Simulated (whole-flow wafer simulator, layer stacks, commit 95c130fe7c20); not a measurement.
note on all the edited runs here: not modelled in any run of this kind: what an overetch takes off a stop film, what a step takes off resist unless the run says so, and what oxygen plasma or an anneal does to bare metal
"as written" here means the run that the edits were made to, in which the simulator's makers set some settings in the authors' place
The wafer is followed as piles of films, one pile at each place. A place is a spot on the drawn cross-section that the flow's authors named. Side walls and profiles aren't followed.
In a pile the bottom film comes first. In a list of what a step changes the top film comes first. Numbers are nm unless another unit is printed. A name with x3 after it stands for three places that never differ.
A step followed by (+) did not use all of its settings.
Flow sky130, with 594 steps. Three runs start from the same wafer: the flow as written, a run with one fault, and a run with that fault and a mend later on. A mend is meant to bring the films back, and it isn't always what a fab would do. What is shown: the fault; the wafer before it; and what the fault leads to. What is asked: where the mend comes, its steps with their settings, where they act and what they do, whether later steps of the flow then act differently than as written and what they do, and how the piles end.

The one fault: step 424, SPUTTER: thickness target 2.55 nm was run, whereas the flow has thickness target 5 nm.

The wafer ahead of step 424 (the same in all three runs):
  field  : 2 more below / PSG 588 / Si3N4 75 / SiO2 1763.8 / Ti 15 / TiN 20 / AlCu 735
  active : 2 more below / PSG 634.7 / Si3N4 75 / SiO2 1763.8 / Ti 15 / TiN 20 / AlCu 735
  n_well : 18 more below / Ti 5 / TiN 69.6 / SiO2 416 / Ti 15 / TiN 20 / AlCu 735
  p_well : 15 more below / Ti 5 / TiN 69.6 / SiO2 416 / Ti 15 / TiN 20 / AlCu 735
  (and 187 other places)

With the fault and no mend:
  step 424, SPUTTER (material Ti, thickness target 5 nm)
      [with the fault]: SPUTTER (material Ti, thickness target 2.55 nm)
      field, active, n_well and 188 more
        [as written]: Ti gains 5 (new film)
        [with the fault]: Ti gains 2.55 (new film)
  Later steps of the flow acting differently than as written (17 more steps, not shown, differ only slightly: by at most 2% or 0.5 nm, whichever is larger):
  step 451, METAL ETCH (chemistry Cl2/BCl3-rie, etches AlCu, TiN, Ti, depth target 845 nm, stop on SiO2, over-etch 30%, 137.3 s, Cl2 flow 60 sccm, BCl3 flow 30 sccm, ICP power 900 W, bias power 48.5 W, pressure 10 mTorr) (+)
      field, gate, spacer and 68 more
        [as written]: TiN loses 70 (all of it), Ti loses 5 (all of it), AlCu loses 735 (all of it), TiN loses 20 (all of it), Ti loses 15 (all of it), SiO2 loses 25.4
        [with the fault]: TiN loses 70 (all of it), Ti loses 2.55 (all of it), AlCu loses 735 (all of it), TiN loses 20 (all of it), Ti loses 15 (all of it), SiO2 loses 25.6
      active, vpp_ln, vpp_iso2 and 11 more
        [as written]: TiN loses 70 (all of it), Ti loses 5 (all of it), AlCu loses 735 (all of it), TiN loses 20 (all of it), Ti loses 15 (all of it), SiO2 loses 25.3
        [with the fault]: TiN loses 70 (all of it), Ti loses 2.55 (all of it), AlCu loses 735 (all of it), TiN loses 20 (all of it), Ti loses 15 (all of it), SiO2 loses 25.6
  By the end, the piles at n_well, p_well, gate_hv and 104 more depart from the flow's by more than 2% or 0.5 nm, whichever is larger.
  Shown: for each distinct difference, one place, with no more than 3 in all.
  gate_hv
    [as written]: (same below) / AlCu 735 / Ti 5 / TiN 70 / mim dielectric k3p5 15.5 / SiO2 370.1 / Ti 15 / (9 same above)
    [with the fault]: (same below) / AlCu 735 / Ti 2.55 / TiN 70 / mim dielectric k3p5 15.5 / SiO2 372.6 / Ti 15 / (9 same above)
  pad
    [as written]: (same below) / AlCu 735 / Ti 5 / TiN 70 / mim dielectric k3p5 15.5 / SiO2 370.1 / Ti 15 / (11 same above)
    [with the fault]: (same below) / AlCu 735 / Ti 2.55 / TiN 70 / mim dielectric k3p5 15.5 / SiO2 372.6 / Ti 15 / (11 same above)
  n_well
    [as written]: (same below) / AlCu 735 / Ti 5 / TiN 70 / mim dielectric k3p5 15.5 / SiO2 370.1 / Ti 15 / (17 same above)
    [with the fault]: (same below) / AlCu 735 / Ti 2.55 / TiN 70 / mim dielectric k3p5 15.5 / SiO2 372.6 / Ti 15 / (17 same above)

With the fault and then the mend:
  The mend stands after step 424.
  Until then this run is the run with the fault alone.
  step 424a, SPUTTER (material Ti, thickness target 2.45 nm) (a further turn of the flow's step 424, with different settings)
      field, active, n_well and 188 more
        Ti gains 2.45
  None of the later steps of the flow acts differently than as written at any place that is followed.
  The piles end the same as the flow's at every place that both follow.
